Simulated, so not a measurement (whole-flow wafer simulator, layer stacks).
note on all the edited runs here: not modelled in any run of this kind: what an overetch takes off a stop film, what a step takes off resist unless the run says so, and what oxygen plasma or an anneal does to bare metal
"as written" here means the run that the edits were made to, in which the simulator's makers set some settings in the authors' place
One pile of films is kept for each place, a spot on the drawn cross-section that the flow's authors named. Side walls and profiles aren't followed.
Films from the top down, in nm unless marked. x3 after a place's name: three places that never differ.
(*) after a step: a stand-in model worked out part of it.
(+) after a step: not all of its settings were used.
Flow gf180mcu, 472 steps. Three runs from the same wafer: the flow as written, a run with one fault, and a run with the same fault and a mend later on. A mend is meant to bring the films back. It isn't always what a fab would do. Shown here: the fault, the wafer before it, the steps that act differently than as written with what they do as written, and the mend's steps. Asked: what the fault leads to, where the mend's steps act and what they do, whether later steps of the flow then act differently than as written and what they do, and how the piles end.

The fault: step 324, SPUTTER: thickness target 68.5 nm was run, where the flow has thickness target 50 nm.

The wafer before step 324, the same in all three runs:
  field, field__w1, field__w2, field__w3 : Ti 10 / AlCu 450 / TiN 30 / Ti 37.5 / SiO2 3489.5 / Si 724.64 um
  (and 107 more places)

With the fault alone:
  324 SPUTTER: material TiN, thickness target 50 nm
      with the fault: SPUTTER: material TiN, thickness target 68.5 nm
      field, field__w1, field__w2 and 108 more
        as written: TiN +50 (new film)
        with the fault: TiN +68.5 (new film)
  Later steps of the flow that act differently than as written (3 more steps differ only slightly, by at most 2% or 0.5 nm, whichever is larger, and aren't shown):
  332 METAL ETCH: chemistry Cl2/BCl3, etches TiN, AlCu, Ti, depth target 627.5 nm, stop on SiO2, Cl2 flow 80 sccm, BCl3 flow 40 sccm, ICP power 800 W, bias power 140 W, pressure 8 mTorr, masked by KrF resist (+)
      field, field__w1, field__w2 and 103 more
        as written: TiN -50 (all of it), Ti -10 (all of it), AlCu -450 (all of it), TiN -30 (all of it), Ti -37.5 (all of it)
        with the fault: TiN -68.5 (all of it), Ti -10 (all of it), AlCu -450 (all of it), TiN -30 (all of it), Ti -37.5 (all of it)
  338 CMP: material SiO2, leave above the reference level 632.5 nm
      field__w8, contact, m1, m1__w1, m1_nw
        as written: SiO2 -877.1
        with the fault: SiO2 -895.6
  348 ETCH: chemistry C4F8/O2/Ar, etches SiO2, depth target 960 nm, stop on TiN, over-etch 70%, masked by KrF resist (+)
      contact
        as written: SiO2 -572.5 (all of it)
        with the fault: SiO2 -554 (all of it)
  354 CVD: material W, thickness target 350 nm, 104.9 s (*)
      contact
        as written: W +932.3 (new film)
        with the fault: W +913.6 (new film)
  At the end the piles differ from the flow's by more than 2% or 0.5 nm, whichever is larger, at field__w8, contact, m1, m1__w1, m1_nw.
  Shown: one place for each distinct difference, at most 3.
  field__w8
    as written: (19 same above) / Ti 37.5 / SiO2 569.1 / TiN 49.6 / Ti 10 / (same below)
    with the fault: (19 same above) / Ti 37.5 / SiO2 550.6 / TiN 68.1 / Ti 10 / (same below)
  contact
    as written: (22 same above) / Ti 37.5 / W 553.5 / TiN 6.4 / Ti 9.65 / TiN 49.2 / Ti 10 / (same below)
    with the fault: (22 same above) / Ti 37.5 / W 534.8 / TiN 6.47 / Ti 9.76 / TiN 67.7 / Ti 10 / (same below)

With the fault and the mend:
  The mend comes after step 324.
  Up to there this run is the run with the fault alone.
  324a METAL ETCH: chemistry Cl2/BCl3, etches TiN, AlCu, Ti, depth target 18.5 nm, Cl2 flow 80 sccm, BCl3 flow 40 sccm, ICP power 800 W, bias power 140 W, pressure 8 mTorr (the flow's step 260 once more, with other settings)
      field, field__w1, field__w2 and 108 more
        TiN -18.5
  No later step of the flow acts differently than as written at any place that is followed.
  At the end the piles are the same as the flow's at every place that both follow.
